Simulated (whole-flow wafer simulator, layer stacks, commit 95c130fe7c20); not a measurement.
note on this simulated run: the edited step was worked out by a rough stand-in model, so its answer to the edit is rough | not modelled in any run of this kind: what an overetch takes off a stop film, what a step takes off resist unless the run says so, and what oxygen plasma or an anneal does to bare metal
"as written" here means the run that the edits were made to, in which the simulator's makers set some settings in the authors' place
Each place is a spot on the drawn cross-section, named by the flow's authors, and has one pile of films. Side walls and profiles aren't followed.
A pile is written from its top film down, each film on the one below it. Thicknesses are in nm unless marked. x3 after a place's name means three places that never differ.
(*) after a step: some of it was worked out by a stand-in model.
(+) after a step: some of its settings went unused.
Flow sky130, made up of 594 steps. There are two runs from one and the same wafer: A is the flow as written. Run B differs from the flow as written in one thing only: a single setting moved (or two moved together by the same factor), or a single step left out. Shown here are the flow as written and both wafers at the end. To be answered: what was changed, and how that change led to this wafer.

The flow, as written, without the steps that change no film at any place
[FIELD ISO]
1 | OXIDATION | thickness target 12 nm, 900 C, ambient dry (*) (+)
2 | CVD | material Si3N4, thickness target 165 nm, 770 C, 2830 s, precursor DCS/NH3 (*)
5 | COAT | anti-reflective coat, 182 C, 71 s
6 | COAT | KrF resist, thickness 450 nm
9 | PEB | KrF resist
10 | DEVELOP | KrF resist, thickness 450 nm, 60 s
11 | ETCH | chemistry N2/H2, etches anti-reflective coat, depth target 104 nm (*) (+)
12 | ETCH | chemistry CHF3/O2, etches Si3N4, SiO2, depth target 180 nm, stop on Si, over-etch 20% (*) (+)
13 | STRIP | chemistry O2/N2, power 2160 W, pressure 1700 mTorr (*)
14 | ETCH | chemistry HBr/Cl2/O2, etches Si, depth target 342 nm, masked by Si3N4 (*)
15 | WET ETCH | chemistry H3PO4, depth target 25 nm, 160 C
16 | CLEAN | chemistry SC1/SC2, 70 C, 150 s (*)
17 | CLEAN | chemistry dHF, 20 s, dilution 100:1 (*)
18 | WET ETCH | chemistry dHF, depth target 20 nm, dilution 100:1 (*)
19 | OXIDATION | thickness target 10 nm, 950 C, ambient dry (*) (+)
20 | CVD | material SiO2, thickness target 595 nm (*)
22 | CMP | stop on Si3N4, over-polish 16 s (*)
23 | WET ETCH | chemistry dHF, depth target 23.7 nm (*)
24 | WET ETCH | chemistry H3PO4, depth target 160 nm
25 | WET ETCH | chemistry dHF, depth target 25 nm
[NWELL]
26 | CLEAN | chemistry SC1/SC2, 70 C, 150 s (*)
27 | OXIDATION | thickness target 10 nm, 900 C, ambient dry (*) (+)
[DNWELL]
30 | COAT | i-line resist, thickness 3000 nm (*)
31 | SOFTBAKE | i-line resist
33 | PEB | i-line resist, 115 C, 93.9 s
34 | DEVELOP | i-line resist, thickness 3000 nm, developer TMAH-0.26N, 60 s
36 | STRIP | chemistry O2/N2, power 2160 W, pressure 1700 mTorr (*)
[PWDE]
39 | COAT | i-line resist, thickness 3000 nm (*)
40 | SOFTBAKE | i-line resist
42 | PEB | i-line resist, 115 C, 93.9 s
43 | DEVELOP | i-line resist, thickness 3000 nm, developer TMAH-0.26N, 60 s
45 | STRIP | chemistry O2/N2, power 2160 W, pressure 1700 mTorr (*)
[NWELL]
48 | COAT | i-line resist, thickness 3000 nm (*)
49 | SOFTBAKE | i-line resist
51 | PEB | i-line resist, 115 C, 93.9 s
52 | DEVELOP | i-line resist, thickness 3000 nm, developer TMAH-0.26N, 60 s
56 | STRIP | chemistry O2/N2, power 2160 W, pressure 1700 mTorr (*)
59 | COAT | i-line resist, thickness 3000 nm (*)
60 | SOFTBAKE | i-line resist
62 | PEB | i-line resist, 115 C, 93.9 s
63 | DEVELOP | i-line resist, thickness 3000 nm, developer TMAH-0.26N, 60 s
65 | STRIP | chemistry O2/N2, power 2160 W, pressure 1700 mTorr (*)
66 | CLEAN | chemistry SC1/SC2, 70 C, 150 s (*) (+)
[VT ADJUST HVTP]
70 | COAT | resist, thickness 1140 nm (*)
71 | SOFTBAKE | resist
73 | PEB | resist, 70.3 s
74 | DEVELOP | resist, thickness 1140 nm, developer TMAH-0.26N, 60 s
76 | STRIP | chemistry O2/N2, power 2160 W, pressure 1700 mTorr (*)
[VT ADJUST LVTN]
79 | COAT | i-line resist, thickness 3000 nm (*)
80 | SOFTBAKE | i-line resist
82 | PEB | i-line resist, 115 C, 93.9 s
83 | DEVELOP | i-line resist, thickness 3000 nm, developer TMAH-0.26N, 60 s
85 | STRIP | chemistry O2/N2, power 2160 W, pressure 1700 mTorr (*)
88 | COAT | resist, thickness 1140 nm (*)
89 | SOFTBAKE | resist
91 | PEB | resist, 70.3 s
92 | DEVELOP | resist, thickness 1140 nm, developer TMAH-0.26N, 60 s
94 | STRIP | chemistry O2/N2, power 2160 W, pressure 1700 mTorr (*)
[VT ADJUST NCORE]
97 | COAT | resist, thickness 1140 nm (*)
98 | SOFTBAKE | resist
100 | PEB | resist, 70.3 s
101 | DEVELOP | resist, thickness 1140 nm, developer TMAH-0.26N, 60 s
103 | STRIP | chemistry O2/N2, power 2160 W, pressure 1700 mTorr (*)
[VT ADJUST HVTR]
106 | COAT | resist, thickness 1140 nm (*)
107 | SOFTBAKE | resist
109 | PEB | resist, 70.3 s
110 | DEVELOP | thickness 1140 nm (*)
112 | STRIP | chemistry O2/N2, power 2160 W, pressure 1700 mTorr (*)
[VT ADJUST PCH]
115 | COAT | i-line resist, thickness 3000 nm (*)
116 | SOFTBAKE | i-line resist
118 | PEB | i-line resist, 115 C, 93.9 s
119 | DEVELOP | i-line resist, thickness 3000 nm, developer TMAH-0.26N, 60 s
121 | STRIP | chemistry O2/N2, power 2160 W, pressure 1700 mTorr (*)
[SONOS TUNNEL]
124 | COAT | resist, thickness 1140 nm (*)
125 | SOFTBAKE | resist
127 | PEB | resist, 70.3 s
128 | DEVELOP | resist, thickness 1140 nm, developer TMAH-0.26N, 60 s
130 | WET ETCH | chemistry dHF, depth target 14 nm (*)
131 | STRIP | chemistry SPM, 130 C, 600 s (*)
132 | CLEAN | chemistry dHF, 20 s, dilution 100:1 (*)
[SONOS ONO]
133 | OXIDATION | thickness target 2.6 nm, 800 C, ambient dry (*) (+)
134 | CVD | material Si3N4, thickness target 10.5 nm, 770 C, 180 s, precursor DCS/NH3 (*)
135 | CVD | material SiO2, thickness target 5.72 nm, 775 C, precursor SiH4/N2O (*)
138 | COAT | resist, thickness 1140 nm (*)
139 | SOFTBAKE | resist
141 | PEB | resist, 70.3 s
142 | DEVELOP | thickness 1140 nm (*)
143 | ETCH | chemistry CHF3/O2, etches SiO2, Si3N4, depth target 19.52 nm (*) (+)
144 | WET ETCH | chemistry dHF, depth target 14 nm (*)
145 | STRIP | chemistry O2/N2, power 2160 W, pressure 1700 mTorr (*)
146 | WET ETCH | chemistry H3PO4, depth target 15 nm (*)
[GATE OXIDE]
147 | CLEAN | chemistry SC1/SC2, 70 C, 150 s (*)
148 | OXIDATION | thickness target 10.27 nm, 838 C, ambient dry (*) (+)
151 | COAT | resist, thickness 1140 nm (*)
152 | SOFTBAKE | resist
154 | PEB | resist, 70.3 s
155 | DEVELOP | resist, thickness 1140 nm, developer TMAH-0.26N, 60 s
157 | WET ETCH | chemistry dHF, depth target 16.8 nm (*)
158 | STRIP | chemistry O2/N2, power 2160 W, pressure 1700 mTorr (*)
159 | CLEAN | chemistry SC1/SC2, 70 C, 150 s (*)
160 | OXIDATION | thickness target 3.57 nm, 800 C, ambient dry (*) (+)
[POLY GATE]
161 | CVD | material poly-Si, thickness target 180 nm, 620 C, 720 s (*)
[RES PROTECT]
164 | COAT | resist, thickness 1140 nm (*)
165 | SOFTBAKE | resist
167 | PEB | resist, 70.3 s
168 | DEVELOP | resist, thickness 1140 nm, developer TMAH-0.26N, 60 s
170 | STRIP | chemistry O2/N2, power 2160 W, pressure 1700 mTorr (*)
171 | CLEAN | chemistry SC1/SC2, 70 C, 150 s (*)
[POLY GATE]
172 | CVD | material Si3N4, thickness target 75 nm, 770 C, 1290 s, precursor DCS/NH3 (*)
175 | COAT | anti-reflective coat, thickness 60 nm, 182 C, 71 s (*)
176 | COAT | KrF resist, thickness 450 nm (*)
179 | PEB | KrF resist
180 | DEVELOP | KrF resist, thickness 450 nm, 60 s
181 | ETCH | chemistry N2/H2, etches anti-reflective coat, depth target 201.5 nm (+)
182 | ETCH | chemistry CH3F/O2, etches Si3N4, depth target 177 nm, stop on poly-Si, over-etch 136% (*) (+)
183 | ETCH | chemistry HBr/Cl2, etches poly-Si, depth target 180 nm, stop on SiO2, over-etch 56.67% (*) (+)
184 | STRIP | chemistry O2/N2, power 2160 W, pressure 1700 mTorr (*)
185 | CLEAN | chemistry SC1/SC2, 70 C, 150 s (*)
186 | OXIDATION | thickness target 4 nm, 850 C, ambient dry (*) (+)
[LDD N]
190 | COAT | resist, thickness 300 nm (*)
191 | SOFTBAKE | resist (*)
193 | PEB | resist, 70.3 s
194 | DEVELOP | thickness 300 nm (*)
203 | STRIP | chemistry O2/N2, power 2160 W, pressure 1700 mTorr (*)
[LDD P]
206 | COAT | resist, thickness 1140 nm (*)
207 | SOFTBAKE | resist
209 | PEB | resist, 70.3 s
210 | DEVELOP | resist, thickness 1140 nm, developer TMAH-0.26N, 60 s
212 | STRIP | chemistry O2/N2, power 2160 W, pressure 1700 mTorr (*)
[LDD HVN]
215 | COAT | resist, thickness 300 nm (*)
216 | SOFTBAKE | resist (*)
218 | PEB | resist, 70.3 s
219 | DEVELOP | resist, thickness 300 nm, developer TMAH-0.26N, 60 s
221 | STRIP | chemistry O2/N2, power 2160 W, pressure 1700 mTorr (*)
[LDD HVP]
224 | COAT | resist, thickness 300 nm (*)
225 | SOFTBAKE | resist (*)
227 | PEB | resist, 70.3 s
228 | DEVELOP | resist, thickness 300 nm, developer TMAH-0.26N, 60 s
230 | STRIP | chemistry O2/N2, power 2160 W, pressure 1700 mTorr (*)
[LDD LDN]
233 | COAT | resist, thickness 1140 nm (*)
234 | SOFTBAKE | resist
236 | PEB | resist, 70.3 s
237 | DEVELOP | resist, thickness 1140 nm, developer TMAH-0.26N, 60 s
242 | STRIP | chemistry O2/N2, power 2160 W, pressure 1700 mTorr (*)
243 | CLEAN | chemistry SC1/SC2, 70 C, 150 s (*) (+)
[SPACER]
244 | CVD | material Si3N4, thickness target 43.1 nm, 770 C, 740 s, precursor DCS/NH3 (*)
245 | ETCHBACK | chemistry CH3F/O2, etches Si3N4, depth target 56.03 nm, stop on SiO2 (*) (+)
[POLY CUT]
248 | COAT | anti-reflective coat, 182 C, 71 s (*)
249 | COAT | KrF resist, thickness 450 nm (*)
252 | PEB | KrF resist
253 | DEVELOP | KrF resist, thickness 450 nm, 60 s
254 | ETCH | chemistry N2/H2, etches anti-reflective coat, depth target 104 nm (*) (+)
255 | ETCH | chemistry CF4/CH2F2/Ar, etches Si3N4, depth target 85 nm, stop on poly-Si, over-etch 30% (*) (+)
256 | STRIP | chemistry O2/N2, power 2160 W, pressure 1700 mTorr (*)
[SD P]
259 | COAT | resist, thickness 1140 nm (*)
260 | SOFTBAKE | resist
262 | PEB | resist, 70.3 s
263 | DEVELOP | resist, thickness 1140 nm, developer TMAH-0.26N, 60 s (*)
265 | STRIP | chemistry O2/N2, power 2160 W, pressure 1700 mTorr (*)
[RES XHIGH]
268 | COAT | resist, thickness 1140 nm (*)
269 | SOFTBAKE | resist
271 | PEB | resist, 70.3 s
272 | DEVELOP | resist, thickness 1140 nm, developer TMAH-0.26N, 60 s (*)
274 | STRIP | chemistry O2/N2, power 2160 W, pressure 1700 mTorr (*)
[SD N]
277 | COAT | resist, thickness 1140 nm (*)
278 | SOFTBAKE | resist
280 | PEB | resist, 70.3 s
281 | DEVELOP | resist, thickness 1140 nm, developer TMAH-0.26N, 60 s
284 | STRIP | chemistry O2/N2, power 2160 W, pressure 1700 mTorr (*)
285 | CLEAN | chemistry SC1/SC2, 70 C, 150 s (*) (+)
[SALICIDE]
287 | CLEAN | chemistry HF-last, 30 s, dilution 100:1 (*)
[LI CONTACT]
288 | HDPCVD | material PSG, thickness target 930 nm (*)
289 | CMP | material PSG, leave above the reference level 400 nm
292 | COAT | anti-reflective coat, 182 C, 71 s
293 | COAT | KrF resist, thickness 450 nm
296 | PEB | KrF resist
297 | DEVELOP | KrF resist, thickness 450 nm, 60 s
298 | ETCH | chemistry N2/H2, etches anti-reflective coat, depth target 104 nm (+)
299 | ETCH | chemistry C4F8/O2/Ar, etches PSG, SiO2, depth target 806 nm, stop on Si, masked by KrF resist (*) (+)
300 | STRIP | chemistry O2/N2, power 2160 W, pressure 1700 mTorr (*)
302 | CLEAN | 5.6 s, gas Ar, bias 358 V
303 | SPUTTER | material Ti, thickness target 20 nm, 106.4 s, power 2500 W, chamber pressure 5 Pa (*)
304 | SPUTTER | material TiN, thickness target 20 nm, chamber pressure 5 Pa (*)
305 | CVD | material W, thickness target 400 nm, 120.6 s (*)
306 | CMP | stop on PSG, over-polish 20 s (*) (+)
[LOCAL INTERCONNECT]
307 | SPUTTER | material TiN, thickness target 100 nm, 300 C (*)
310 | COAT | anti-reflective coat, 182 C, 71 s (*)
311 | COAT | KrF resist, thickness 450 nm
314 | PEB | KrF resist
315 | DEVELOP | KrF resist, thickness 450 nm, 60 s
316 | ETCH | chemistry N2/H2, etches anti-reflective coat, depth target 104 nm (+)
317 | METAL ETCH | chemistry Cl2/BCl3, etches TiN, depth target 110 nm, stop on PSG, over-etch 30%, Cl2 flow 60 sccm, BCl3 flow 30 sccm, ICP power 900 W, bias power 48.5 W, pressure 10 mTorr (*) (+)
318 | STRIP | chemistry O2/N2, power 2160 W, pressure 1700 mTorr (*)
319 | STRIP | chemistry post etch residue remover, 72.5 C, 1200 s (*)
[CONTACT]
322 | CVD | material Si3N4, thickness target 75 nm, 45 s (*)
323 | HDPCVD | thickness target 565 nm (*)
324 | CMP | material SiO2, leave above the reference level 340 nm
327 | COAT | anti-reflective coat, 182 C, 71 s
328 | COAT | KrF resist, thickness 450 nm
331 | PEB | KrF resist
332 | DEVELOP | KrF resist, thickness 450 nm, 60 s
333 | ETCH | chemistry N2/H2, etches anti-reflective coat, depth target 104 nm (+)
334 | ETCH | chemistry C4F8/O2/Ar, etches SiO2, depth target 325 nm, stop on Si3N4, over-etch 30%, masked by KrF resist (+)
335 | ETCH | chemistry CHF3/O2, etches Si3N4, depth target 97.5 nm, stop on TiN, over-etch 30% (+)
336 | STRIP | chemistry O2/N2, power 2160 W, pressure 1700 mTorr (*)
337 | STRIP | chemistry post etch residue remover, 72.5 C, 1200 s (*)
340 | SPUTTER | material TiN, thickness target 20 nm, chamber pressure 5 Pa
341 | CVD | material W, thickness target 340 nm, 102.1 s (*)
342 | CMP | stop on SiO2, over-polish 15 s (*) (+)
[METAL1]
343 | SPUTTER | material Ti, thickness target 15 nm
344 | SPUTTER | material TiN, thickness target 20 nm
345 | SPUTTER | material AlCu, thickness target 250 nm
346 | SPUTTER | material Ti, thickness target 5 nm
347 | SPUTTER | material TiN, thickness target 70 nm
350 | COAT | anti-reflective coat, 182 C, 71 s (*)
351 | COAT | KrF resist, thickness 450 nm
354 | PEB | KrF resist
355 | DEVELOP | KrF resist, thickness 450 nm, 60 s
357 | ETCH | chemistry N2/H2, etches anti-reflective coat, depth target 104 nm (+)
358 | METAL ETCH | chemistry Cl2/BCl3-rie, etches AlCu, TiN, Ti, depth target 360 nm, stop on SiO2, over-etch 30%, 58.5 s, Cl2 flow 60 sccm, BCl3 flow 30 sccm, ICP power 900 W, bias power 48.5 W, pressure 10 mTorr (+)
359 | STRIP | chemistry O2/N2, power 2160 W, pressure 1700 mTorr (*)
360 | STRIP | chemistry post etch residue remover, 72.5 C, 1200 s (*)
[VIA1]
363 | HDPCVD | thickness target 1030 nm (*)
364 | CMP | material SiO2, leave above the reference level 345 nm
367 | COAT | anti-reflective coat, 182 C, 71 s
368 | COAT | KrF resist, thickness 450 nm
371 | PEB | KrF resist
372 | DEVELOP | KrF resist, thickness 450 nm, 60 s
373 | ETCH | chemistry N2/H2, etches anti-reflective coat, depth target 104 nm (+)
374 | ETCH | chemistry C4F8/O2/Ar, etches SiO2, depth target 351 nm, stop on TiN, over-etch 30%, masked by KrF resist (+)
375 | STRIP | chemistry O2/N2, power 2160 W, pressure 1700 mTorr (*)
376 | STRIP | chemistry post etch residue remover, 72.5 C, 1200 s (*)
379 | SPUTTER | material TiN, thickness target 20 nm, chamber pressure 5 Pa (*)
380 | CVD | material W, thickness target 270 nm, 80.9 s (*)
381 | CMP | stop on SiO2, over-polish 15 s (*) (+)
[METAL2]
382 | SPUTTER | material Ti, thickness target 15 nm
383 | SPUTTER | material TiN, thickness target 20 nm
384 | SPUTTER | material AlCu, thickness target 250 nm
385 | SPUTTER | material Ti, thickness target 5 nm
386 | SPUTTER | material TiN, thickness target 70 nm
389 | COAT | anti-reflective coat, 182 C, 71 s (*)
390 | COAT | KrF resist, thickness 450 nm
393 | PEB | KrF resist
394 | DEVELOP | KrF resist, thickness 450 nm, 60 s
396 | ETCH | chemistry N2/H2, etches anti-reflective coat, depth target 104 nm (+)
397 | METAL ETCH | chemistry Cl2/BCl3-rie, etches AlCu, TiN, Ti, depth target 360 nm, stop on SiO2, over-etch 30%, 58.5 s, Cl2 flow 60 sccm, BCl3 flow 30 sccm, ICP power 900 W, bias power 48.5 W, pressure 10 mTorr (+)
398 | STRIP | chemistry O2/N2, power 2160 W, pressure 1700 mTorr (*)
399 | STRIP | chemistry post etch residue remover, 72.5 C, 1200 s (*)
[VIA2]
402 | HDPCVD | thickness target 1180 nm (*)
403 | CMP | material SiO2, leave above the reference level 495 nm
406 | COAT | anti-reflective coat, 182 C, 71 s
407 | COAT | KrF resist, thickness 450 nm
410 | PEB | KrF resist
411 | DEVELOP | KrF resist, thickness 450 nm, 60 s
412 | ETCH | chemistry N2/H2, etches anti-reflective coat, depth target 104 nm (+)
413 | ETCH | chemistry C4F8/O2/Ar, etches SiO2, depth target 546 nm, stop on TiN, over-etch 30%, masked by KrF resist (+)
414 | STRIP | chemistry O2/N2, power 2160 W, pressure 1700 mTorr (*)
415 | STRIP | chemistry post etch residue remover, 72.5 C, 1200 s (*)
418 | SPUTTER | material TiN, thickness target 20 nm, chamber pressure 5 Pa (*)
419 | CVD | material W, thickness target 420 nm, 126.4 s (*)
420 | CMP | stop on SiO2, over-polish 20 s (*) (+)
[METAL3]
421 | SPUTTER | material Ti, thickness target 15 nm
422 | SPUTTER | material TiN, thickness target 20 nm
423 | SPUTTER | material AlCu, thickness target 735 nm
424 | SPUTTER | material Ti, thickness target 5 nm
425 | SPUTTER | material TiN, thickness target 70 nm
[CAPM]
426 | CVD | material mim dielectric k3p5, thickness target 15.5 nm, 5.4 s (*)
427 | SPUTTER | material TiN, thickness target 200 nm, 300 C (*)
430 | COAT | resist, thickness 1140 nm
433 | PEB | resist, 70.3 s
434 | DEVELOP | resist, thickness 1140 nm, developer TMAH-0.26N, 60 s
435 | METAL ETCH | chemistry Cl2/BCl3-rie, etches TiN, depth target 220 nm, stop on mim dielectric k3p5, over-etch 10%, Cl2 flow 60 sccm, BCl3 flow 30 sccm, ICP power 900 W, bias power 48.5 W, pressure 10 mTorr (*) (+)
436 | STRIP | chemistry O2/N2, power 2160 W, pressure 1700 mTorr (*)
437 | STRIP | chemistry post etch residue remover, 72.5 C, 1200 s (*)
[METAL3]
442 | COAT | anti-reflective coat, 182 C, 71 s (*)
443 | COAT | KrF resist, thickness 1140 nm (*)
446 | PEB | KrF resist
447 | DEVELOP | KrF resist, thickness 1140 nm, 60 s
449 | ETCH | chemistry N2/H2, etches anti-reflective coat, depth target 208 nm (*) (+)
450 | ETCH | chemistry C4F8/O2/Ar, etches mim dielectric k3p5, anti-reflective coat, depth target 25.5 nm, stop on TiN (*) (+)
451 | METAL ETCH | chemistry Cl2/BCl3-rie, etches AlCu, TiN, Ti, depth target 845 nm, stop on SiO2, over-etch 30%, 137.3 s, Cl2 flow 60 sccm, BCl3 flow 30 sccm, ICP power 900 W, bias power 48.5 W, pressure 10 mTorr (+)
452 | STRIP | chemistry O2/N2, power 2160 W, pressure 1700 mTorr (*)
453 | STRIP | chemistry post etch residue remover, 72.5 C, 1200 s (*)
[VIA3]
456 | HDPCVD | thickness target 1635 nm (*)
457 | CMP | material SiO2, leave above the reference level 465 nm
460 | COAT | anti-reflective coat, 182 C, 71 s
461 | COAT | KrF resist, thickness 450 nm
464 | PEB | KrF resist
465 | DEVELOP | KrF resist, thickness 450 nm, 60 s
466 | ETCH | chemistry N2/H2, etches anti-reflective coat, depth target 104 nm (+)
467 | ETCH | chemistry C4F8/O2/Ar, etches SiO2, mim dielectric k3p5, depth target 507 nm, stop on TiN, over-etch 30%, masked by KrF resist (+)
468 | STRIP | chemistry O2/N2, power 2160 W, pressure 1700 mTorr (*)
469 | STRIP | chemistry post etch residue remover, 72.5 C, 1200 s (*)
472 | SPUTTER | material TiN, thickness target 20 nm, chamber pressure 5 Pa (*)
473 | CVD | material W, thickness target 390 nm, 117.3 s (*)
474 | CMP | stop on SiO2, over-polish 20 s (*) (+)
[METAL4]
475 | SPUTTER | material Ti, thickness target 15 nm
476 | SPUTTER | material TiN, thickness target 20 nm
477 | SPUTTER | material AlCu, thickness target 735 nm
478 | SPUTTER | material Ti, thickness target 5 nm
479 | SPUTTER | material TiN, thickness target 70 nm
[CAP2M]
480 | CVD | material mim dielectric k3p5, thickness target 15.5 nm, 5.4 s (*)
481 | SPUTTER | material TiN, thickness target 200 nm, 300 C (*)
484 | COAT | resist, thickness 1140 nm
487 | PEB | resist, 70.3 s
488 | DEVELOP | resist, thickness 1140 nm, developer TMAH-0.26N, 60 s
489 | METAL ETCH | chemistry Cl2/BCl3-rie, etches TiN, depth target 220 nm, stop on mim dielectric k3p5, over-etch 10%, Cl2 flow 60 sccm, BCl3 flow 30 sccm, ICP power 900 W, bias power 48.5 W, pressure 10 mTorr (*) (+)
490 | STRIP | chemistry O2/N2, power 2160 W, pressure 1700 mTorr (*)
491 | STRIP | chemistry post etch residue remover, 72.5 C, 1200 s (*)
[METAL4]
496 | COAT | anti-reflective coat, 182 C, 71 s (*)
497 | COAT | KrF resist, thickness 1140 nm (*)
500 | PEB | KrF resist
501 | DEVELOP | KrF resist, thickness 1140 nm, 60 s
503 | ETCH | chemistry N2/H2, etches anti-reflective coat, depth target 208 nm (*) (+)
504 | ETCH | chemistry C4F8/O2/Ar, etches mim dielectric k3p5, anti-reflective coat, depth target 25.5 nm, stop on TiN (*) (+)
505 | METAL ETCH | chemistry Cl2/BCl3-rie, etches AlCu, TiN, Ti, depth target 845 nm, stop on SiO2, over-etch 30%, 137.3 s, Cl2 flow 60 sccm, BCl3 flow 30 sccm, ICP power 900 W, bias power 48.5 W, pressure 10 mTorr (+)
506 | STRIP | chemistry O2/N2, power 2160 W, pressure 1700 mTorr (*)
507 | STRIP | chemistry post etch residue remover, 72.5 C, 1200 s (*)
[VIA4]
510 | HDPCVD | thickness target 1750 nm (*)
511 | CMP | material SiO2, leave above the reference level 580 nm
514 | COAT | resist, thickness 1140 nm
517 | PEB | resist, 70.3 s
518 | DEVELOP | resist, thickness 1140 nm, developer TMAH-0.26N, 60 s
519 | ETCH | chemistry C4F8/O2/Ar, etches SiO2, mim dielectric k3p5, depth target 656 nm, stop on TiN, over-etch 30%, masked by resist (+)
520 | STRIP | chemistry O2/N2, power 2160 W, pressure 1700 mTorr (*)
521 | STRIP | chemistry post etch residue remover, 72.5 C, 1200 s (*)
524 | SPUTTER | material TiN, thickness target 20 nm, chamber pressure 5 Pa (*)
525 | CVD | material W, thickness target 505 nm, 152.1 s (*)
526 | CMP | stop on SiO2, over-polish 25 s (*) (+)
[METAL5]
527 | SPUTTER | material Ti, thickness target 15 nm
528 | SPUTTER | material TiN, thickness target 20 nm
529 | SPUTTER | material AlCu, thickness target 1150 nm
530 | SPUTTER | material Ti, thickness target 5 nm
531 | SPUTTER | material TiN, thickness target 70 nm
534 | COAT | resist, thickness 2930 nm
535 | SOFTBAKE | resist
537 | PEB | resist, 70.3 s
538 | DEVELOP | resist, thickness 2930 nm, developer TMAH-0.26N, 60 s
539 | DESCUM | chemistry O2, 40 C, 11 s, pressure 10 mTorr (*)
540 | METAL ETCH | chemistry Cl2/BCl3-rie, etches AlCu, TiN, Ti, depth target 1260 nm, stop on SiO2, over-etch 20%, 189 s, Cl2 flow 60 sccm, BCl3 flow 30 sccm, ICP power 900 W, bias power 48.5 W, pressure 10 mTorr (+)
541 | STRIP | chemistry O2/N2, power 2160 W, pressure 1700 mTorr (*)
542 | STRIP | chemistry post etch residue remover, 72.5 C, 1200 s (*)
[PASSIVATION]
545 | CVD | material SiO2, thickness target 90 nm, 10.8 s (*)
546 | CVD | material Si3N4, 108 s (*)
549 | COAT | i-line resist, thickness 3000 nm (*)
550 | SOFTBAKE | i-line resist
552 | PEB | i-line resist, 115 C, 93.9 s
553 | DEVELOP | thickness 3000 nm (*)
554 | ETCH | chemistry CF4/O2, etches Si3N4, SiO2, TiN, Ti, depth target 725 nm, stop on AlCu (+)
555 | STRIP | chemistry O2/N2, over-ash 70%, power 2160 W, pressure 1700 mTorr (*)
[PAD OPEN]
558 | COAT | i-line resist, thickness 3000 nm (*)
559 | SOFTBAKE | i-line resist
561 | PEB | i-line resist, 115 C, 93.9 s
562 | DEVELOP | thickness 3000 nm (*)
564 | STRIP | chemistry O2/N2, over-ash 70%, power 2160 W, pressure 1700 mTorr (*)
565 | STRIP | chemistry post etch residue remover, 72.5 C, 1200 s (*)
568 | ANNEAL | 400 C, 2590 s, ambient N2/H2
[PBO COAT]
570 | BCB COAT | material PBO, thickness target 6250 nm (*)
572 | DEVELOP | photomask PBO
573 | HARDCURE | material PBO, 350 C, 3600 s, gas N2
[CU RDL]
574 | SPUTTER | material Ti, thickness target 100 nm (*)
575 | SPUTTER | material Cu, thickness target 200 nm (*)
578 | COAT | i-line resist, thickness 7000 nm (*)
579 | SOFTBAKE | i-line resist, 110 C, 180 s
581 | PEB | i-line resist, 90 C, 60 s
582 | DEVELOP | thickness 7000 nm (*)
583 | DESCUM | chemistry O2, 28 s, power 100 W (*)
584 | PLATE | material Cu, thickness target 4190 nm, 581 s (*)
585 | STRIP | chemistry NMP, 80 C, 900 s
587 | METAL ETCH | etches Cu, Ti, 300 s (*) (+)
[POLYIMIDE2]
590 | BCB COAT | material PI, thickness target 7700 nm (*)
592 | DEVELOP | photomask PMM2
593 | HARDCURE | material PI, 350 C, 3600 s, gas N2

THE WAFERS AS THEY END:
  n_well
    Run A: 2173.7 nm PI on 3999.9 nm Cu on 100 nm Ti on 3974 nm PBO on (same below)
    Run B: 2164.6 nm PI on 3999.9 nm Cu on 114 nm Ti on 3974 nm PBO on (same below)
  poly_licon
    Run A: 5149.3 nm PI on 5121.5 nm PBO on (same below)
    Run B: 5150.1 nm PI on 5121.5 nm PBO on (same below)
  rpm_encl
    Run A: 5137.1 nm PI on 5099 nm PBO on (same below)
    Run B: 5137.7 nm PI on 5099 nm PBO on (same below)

What caused this: step 574, SPUTTER: thickness target 114 nm was run, while the flow as written has thickness target 100 nm.
The wafer lets one read it off: n_well has Ti 114, and step 574 as written asks for 100 nm.

The path from the change to this, step by step:
  574 | SPUTTER | material Ti, thickness target 100 nm (*)
      field, active, n_well and 190 more: A Ti gains 100 (new film) | B Ti gains 114 (new film)
  587 | METAL ETCH | etches Cu, Ti, 300 s (*) (+)
      field, active, gate and 167 more: A Cu loses 200 (all of it), Ti loses 100 (all of it) | B Cu loses 200 (all of it), Ti loses 114 (all of it)
  590 | BCB COAT | material PI, thickness target 7700 nm (*)
      de16_gate_nw: A PI gains 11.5 um (new film) | B PI gains 11.52 um (new film)
